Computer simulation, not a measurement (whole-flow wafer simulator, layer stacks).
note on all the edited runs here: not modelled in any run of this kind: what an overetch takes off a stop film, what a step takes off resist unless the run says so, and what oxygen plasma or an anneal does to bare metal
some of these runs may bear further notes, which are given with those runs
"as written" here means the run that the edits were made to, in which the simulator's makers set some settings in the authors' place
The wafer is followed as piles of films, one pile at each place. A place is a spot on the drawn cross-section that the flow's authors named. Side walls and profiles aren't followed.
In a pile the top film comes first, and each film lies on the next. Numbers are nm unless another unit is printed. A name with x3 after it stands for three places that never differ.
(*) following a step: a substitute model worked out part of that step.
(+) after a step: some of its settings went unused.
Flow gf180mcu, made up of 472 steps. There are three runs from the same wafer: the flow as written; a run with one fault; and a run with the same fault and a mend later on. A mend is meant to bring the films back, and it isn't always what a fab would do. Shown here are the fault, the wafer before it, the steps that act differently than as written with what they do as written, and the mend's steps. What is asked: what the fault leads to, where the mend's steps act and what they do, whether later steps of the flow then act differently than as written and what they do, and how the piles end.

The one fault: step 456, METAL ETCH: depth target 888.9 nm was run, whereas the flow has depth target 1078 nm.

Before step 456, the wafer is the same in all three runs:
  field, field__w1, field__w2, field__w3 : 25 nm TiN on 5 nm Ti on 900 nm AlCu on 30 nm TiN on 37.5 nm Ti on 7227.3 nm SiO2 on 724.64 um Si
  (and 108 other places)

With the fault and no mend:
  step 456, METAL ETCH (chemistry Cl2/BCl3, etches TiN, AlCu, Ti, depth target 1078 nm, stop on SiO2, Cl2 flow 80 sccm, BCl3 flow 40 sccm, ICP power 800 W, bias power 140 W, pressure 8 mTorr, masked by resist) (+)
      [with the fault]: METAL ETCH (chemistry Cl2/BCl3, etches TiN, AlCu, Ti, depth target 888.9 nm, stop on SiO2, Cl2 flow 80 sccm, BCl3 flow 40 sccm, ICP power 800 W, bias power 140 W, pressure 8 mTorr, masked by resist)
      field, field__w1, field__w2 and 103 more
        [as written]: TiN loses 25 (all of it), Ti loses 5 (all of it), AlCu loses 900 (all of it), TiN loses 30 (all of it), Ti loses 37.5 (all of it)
        [with the fault]: TiN loses 25 (all of it), Ti loses 5 (all of it), AlCu loses 858.9
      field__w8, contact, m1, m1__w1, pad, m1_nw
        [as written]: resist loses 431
        [with the fault]: resist loses 355.6
  Later steps of the flow acting differently than as written:
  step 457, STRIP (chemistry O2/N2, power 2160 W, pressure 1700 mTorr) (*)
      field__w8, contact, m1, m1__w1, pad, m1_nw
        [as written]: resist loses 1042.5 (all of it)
        [with the fault]: resist loses 1117.9 (all of it)
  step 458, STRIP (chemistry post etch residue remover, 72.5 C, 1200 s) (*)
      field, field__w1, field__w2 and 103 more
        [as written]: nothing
        [with the fault]: AlCu loses 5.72
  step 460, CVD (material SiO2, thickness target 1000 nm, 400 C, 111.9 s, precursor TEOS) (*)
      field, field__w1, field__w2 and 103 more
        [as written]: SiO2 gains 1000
        [with the fault]: SiO2 gains 1000 (new film)
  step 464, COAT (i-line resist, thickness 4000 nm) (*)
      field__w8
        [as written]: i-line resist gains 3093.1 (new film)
        [with the fault]: i-line resist gains 3184 (new film)
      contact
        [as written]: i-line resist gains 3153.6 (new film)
        [with the fault]: i-line resist gains 3234.7 (new film)
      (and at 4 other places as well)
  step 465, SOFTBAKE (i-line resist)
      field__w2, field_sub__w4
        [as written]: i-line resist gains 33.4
        [with the fault]: i-line resist gains 28.4
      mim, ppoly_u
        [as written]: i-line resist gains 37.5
        [with the fault]: i-line resist gains 32.1
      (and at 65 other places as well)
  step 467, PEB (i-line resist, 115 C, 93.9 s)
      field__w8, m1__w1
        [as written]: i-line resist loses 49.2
        [with the fault]: i-line resist loses 51
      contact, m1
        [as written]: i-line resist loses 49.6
        [with the fault]: i-line resist loses 51.4
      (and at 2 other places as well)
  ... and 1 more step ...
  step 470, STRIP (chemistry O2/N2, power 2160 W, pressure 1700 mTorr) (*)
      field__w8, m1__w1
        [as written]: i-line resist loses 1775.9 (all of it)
        [with the fault]: i-line resist loses 1874.5 (all of it)
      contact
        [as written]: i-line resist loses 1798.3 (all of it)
        [with the fault]: i-line resist loses 1893.3 (all of it)
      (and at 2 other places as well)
  At field, field__w1, field__w2 and 103 more, the piles at the end differ from the flow's by more than 2% or 0.5 nm, whichever is larger.
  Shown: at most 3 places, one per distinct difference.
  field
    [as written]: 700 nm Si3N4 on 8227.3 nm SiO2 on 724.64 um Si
    [with the fault]: 700 nm Si3N4 on 1000 nm SiO2 on 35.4 nm AlCu on 30 nm TiN on 37.5 nm Ti on 7227.3 nm SiO2 on 724.64 um Si
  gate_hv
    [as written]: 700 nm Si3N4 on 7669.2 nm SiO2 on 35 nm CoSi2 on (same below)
    [with the fault]: 700 nm Si3N4 on 1000 nm SiO2 on 35.4 nm AlCu on 30 nm TiN on 37.5 nm Ti on 6669.2 nm SiO2 on 35 nm CoSi2 on (same below)
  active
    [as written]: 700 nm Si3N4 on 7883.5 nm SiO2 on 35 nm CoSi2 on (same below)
    [with the fault]: 700 nm Si3N4 on 1000 nm SiO2 on 35.4 nm AlCu on 30 nm TiN on 37.5 nm Ti on 6883.5 nm SiO2 on 35 nm CoSi2 on (same below)

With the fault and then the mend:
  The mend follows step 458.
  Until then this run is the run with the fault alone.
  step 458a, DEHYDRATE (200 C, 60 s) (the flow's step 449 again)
      alters no film at any place that is followed
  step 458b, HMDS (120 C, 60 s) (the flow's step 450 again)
      alters no film at any place that is followed
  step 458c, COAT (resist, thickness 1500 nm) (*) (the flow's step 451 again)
      iso_ptap_pw, iso_ntap_nw, iso_nw_fld and 33 more
        resist gains 1500 (new film)
      p_well, sti, spacer, sd_n, mim_1p0, dice_street
        resist gains 1504.2 (new film)
      field__w2, field__w3, field__w12
        resist gains 1512.8 (new film)
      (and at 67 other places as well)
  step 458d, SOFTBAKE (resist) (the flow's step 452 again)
      gate_p_hv, nw_enc_fld, nw_enc_fld__w1
        resist loses 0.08
      ld_sd_n, ld_gate_n
        resist loses 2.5
      field
        resist loses 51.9
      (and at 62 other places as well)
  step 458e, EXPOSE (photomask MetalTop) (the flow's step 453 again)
      alters no film at any place that is followed
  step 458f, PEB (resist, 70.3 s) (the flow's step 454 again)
      field__w2, field__w3, field__w5 and 41 more
        resist loses 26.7
      iso_ptap_pw, iso_ntap_nw, iso_nw_fld and 33 more
        resist loses 26.5
      p_well, sti, spacer, sd_n, mim_1p0, dice_street
        resist loses 26.6
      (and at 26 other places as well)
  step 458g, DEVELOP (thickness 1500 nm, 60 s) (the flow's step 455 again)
      iso_ptap_pw, iso_ntap_nw, iso_nw_fld and 33 more
        resist loses 1473.5 (all of it)
      p_well, sti, spacer, sd_n, mim_1p0, dice_street
        resist loses 1477.6 (all of it)
      field__w5, field__w9, nplus_u, npoly_u, nw_enc_fld_lv__w1
        resist loses 1484.9 (all of it)
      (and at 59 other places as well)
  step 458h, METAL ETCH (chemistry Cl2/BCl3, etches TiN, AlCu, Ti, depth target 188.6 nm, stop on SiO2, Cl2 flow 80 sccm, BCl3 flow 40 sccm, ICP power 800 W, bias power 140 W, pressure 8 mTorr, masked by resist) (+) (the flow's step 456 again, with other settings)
      field, field__w1, field__w2 and 103 more
        AlCu loses 35.4 (all of it), TiN loses 30 (all of it), Ti loses 37.5 (all of it)
      field__w8, contact, m1, m1__w1, pad, m1_nw
        resist loses 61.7
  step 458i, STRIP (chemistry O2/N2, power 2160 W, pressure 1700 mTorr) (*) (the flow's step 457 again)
      field__w8
        resist loses 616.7 (all of it)
      contact
        resist loses 613.8 (all of it)
      m1
        resist loses 614.3 (all of it)
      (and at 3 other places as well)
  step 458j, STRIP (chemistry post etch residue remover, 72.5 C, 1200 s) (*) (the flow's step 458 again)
      field__w8, contact, m1, m1__w1, pad, m1_nw
        TiN loses 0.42
  Every later step of the flow that is run acts as written, at every place that is followed, to within 2% or 0.5 nm, whichever is larger.
  At the end the piles are close to the flow's at the places that both follow, differing by at most 2% or 0.5 nm, whichever is larger.
